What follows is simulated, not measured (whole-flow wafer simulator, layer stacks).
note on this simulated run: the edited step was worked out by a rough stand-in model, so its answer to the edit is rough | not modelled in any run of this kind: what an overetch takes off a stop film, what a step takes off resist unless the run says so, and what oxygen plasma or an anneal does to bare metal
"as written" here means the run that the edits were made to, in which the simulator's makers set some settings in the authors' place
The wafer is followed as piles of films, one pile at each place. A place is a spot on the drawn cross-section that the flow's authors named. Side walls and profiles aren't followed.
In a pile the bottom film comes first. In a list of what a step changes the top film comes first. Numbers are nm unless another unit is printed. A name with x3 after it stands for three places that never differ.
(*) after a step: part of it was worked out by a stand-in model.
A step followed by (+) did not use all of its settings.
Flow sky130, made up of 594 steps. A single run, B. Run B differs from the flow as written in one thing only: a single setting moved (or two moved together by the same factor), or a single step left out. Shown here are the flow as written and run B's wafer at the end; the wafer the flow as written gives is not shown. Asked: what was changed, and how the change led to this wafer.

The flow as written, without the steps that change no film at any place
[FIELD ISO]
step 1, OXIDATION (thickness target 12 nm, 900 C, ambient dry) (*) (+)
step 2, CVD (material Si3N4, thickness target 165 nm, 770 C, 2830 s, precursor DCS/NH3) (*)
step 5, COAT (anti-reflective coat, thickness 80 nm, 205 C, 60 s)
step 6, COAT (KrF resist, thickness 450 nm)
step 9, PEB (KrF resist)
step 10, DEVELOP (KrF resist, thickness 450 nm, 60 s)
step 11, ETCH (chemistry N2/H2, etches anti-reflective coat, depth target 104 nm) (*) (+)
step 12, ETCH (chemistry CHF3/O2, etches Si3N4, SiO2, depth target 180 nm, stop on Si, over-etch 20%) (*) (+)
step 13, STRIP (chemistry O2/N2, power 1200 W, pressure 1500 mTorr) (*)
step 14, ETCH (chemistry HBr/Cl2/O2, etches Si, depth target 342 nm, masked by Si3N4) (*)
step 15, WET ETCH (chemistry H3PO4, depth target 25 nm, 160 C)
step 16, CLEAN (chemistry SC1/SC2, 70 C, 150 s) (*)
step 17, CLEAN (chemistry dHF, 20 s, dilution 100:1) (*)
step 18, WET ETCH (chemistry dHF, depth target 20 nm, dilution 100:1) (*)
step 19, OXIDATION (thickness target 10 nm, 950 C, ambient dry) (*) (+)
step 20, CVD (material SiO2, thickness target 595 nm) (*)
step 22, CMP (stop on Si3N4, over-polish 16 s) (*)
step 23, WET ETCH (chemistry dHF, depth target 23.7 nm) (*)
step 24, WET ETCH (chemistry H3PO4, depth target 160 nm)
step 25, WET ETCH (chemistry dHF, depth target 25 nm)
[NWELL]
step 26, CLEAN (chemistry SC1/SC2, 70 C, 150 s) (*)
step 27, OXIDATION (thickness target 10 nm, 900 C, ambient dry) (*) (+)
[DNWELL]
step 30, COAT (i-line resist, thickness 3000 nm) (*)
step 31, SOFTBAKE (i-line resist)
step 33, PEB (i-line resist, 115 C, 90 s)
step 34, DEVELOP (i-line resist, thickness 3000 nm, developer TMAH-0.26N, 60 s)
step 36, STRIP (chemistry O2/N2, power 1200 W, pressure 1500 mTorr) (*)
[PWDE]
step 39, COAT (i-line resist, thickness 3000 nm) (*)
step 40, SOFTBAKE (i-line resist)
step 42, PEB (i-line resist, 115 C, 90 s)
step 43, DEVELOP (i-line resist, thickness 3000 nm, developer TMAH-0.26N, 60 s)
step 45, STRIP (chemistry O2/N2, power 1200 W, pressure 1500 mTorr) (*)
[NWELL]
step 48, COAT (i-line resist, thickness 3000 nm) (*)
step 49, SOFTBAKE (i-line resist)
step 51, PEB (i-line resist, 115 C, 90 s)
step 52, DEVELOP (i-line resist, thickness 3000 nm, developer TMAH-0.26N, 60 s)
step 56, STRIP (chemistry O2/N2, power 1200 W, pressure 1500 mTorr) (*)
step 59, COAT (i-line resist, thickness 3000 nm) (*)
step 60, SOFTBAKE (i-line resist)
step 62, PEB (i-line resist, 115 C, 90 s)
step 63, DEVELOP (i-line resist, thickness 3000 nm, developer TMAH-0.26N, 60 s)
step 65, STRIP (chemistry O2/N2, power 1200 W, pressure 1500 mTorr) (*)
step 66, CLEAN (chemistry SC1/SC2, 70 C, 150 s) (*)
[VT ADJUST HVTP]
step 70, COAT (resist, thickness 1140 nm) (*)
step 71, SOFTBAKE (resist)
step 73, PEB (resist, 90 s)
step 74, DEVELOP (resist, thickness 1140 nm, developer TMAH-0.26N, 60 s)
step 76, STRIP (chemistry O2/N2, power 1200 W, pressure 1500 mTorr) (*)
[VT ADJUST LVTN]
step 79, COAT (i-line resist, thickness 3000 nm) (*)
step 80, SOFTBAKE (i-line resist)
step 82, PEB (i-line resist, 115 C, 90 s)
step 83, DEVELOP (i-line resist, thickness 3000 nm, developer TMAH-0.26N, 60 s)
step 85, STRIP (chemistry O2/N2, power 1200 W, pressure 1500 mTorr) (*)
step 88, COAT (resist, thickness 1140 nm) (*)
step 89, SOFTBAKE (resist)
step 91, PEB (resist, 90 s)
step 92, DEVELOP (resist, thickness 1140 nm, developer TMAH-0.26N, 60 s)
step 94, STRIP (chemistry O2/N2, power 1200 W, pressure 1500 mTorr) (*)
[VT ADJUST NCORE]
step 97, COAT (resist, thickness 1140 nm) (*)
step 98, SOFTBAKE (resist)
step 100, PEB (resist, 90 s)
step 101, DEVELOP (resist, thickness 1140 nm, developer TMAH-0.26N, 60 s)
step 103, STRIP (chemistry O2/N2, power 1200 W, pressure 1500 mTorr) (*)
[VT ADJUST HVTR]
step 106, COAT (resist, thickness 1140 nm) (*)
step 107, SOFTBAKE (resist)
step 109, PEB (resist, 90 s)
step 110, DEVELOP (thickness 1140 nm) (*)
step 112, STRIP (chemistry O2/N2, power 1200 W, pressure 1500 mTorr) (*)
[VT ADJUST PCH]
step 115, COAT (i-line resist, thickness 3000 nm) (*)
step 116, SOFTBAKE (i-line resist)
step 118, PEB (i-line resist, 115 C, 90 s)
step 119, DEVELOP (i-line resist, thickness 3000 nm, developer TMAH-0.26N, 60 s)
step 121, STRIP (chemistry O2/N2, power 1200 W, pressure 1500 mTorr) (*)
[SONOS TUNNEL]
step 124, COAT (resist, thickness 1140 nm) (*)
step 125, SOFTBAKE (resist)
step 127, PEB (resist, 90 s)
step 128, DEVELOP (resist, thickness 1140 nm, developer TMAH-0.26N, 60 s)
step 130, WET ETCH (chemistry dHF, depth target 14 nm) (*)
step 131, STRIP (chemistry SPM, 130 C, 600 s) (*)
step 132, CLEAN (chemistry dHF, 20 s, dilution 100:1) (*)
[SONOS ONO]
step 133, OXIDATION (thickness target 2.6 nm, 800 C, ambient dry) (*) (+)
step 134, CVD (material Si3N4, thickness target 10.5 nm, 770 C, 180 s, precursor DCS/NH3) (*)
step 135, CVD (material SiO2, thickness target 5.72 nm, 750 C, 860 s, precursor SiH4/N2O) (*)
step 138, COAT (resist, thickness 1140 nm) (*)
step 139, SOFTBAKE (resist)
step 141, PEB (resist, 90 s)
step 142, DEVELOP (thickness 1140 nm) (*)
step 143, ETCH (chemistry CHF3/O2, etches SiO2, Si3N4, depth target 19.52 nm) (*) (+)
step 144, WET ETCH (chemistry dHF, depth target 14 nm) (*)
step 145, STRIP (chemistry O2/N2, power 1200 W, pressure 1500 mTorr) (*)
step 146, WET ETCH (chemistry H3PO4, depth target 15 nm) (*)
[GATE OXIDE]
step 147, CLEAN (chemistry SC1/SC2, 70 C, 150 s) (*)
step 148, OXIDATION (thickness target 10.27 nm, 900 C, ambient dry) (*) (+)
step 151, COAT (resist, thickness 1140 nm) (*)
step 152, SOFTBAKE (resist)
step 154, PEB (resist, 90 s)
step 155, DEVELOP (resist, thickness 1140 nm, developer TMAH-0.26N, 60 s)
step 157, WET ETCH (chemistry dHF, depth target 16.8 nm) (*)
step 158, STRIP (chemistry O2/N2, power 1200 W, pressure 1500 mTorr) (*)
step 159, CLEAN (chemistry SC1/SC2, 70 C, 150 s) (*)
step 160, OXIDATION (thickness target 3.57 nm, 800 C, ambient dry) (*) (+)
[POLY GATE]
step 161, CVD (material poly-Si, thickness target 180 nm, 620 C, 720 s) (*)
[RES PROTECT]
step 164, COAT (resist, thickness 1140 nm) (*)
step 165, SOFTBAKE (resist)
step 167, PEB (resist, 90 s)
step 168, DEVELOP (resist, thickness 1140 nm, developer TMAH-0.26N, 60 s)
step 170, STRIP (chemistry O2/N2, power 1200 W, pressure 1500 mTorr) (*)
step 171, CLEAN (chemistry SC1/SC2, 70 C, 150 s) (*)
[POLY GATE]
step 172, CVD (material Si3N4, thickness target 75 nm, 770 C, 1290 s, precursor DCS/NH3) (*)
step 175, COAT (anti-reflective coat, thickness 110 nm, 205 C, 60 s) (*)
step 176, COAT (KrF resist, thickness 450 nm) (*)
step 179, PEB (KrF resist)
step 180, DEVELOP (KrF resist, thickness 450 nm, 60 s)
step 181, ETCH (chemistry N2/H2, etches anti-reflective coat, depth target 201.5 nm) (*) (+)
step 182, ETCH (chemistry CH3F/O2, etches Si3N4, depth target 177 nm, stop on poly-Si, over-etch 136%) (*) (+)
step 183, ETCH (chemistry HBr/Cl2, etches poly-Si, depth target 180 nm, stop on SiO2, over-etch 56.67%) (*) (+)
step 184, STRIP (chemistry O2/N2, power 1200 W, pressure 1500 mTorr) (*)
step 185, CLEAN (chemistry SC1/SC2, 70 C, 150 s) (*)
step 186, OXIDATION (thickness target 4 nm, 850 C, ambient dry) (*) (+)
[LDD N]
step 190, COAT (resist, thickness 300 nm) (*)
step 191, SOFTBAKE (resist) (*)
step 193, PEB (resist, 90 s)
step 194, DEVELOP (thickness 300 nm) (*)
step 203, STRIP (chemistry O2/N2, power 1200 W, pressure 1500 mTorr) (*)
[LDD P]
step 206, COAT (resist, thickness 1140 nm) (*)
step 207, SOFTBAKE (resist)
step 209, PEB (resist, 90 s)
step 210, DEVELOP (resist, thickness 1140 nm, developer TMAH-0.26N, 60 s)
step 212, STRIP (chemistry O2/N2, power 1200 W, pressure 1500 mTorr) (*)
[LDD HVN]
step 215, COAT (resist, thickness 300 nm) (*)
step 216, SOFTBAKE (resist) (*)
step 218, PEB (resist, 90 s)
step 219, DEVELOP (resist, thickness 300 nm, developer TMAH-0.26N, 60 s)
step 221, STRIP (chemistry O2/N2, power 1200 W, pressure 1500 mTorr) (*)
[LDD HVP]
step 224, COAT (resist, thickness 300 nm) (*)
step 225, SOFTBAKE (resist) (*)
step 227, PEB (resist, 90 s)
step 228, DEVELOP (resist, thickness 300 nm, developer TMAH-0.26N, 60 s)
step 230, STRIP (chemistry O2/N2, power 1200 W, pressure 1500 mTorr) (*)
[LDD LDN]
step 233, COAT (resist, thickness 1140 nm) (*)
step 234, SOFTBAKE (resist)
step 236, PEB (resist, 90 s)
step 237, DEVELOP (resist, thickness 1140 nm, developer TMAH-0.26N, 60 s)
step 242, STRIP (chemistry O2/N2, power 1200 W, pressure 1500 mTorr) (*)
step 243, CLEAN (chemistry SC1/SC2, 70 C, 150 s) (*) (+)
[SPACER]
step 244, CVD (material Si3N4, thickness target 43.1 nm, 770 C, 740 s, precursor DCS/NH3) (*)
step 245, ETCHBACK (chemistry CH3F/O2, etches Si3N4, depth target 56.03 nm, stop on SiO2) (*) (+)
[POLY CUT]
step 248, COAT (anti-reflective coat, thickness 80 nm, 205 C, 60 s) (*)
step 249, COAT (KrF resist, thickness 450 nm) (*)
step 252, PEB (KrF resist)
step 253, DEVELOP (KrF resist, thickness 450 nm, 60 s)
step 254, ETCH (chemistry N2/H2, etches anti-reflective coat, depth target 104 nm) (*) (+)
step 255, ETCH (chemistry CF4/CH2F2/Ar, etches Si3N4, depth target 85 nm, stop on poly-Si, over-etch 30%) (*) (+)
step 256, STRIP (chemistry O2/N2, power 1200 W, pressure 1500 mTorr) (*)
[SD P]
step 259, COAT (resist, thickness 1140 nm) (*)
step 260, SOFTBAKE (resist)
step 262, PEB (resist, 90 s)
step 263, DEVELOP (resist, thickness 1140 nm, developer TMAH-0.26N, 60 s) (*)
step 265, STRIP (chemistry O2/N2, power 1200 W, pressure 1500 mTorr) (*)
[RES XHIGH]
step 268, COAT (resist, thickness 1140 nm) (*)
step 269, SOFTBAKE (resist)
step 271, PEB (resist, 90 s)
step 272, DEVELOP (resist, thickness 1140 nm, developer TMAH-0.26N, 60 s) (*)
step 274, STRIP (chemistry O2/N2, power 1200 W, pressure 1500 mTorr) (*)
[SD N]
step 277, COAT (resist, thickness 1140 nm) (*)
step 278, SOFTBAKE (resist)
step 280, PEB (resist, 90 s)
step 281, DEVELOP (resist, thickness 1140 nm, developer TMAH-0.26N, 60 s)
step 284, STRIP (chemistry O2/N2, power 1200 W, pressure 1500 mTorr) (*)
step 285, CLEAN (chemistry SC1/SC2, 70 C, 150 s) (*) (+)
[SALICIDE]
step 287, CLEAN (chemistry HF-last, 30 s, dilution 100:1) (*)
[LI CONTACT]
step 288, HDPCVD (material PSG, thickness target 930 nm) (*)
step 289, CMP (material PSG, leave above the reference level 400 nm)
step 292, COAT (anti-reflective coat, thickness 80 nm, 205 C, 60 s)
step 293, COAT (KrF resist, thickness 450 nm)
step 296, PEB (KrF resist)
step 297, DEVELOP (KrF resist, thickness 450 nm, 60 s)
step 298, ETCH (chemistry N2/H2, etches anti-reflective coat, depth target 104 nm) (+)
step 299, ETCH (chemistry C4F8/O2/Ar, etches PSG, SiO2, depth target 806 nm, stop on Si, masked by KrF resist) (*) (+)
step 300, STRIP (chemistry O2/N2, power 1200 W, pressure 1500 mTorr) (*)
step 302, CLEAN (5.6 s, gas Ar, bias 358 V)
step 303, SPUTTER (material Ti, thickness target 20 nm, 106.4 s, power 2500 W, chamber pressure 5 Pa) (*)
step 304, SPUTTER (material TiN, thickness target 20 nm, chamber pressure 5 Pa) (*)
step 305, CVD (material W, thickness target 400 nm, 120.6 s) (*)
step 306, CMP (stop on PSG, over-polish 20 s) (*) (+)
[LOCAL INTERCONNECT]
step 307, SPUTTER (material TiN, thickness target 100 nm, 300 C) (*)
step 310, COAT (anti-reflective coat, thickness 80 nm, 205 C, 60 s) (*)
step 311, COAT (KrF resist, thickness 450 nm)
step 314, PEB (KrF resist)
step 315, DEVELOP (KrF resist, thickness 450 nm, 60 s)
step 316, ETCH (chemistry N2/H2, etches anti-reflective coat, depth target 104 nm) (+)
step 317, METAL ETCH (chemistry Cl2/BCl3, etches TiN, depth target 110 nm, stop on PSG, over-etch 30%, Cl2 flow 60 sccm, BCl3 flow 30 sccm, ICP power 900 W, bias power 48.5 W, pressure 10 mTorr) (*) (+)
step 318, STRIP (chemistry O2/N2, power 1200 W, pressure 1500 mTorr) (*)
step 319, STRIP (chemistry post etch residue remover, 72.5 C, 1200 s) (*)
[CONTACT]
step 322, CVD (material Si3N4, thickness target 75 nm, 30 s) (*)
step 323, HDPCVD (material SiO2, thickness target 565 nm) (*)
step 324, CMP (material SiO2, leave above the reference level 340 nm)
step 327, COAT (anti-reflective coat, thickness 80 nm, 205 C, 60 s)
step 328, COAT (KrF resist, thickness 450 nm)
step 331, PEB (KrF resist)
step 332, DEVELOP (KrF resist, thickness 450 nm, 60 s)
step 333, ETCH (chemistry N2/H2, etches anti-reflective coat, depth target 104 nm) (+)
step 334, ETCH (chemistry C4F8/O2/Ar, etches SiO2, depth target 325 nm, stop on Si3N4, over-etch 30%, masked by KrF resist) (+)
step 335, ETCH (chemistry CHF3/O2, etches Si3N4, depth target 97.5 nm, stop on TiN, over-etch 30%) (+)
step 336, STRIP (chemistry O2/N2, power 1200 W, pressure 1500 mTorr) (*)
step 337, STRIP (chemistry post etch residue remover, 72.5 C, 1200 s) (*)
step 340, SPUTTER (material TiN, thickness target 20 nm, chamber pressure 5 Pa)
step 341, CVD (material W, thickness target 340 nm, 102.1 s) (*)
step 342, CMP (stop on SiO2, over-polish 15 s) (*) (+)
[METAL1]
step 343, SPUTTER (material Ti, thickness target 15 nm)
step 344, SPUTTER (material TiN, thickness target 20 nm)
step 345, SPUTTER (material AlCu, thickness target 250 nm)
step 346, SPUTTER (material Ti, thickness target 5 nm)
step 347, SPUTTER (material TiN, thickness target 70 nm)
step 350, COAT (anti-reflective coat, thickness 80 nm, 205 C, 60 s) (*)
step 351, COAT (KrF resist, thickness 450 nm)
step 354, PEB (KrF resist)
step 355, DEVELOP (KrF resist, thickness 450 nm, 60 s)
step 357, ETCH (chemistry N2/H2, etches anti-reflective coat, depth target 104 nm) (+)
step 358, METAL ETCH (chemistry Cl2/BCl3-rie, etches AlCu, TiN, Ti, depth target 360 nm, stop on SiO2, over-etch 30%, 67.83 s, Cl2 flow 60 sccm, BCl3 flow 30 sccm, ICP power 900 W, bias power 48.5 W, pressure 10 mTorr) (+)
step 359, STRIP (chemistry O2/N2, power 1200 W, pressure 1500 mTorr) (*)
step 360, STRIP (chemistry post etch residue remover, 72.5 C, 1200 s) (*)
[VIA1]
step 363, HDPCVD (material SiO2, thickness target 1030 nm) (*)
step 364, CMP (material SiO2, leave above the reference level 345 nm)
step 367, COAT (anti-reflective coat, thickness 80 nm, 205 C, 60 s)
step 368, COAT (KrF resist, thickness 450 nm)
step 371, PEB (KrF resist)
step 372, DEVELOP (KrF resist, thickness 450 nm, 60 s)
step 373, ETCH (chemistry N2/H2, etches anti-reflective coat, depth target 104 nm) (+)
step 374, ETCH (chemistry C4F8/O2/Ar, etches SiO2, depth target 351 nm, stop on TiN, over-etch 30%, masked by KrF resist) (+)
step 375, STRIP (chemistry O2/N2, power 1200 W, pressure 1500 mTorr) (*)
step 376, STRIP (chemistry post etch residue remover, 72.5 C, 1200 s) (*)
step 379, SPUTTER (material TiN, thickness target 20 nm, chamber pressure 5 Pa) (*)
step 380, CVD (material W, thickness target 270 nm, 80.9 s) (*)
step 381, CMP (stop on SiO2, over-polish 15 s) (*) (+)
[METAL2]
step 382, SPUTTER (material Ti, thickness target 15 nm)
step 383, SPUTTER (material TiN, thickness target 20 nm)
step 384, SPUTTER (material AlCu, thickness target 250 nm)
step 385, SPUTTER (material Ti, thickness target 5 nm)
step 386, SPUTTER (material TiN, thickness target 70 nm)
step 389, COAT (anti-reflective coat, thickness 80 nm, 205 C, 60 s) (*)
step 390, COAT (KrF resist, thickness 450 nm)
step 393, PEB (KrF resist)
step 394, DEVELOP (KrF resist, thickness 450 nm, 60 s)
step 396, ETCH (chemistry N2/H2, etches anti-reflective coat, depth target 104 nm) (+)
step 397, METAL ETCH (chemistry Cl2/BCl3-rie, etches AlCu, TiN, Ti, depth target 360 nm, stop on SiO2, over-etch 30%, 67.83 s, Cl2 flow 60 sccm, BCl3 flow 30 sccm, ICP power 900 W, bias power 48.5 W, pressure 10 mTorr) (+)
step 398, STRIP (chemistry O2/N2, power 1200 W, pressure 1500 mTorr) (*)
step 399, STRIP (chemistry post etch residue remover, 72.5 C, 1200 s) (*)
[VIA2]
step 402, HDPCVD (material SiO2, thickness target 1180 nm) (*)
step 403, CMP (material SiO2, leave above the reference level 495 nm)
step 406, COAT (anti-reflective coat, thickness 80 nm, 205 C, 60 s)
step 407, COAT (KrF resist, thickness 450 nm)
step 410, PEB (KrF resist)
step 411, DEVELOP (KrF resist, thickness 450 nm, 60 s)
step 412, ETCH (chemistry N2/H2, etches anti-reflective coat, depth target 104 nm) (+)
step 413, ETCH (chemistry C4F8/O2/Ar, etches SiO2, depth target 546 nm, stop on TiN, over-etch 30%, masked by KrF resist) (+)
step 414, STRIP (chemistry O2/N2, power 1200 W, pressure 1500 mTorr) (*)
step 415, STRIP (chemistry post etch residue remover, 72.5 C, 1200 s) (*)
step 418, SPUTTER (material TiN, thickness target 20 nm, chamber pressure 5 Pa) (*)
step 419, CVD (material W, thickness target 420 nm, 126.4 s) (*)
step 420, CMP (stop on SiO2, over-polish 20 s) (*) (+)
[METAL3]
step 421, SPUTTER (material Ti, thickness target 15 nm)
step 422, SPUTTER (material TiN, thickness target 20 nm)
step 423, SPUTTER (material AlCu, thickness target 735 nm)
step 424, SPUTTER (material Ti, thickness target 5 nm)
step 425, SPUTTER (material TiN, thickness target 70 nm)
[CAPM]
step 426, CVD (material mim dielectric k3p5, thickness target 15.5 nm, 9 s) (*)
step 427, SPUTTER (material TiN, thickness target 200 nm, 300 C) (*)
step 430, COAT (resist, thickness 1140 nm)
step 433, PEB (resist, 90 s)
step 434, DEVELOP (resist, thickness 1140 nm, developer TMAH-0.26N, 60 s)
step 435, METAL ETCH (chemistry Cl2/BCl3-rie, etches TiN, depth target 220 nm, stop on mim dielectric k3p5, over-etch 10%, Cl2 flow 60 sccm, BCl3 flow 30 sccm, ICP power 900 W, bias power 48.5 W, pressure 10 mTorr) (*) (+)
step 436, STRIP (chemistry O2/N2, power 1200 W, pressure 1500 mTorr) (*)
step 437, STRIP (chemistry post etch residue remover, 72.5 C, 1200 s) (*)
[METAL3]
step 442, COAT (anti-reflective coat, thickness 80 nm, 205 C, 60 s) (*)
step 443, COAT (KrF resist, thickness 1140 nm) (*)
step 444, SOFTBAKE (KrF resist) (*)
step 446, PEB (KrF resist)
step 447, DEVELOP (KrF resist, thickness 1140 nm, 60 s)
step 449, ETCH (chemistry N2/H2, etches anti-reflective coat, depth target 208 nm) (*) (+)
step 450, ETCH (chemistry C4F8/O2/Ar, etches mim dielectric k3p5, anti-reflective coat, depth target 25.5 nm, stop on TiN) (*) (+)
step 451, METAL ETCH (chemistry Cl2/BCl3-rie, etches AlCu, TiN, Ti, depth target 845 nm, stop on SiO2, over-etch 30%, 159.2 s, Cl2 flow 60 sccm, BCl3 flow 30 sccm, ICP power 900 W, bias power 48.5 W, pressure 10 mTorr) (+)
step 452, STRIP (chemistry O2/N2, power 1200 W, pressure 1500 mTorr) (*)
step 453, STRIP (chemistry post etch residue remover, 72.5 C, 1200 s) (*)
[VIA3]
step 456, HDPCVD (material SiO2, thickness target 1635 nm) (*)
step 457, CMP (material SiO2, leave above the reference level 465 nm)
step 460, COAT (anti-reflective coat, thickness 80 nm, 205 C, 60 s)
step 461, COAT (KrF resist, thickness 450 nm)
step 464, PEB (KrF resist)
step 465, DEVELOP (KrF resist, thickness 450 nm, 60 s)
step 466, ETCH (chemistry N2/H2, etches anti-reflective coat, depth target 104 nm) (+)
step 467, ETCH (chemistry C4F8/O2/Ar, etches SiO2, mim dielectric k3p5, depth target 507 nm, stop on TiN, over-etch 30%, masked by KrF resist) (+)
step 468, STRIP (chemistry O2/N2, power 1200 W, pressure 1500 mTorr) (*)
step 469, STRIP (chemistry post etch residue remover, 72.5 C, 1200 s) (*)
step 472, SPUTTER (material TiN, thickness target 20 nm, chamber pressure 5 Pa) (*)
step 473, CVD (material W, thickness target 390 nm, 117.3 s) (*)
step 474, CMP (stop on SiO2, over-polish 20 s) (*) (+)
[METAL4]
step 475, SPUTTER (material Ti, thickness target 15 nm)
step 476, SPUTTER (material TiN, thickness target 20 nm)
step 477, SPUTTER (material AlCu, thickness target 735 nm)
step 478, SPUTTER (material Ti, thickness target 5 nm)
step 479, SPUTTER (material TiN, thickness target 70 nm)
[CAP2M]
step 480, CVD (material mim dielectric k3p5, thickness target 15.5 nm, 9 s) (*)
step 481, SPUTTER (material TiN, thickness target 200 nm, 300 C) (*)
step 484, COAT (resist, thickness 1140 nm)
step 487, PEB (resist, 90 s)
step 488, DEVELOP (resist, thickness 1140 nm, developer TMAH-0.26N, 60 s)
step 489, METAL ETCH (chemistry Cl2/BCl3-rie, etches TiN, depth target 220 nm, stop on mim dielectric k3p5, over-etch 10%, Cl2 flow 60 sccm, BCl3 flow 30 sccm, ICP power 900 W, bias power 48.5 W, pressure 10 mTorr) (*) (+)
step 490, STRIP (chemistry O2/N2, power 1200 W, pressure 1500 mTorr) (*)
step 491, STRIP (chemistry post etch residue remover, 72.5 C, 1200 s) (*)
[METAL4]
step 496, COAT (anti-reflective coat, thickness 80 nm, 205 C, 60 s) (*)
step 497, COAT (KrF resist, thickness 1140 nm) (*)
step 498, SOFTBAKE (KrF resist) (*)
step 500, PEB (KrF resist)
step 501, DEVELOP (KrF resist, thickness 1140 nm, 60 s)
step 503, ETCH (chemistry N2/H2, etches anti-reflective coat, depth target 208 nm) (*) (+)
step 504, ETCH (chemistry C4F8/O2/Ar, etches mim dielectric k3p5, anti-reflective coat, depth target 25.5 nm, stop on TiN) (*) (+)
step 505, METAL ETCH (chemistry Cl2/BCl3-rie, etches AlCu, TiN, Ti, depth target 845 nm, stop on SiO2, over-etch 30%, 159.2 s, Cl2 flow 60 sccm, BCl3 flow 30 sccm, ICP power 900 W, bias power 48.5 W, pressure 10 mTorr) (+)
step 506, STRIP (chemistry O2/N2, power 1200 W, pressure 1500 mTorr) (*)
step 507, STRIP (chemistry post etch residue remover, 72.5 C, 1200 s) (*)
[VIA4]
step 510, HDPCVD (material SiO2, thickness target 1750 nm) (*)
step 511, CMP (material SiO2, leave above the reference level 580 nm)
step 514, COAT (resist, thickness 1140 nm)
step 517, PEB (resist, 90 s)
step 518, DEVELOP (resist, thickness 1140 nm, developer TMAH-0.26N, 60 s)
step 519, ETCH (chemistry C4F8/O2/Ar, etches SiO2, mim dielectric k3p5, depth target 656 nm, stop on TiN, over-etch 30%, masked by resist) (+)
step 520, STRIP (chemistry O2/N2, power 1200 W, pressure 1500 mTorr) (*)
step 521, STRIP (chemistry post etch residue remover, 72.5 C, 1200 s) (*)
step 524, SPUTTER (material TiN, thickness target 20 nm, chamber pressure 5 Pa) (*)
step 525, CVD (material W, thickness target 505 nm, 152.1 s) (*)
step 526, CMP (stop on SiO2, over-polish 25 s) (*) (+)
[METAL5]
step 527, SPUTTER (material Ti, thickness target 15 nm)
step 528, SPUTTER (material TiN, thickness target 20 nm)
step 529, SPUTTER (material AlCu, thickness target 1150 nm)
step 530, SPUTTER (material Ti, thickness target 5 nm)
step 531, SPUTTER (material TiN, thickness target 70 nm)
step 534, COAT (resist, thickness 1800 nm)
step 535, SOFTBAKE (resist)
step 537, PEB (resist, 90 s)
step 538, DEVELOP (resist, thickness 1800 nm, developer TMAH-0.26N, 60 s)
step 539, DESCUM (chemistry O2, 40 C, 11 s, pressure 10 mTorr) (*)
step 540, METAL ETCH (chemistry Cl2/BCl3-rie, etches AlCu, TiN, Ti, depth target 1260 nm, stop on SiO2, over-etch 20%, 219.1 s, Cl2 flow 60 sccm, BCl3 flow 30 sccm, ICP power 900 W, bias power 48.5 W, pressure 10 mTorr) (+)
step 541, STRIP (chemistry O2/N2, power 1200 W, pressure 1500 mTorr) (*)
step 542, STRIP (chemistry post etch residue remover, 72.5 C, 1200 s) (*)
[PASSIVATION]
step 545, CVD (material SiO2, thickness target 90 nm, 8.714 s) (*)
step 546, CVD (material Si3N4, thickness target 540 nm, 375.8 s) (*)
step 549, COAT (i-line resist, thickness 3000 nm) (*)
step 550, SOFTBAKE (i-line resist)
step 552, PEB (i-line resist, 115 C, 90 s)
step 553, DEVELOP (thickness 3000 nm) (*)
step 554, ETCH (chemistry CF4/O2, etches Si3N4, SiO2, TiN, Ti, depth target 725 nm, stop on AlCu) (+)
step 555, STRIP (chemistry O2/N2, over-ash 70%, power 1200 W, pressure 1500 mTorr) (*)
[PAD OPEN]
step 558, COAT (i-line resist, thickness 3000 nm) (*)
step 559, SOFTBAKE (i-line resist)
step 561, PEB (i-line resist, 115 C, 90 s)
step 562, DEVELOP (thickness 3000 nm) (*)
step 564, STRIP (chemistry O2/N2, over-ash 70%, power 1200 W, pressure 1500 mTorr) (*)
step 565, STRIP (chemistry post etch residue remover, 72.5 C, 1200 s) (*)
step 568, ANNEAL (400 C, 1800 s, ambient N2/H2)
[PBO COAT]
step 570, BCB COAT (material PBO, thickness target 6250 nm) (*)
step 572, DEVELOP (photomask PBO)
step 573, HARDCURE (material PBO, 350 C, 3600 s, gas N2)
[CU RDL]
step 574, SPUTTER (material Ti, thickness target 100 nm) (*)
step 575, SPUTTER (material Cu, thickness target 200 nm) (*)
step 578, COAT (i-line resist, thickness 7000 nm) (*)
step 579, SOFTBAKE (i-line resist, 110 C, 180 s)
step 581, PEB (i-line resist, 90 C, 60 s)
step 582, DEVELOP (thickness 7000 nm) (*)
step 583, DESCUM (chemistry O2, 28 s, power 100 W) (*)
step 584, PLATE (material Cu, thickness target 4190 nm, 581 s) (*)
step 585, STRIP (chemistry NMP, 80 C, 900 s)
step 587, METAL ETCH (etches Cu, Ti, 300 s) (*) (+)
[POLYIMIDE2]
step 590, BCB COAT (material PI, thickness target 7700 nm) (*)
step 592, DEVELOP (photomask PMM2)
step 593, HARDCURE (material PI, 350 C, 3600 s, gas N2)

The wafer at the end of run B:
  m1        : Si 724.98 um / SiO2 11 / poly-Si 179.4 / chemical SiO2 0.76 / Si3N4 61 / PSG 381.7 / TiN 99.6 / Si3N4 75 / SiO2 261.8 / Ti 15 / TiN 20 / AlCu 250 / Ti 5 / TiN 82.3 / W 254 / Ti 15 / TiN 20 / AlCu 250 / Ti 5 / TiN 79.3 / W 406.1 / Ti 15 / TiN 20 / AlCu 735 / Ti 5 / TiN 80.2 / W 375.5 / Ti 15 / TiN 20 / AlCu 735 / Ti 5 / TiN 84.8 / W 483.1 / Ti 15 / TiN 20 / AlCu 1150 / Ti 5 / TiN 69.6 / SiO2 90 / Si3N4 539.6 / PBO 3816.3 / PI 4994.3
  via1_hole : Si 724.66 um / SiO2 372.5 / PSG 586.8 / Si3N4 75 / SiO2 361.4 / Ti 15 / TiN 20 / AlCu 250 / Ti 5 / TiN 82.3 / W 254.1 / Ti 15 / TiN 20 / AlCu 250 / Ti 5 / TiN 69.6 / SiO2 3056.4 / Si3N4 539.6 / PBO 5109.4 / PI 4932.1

Cause: step 379, SPUTTER: thickness target 24 nm was run, whereas the flow has thickness target 20 nm.

How this came from the change, step by step:
  step 379, SPUTTER (material TiN, thickness target 20 nm, chamber pressure 5 Pa) (*)
      field, active, n_well and 186 more: TiN gains 24 (new film) (as written it would have been: TiN gains 20 (new film))
      m1: TiN gains 13.1 (as written it would have been: TiN gains 11)
      (also at 1 further place)
  step 381, CMP (stop on SiO2, over-polish 15 s) (*) (+)
      field, active, n_well and 186 more: W loses 270 (all of it), TiN loses 24 (all of it), SiO2 loses 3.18 (as written it would have been: W loses 270 (all of it), TiN loses 20 (all of it), SiO2 loses 3.18)
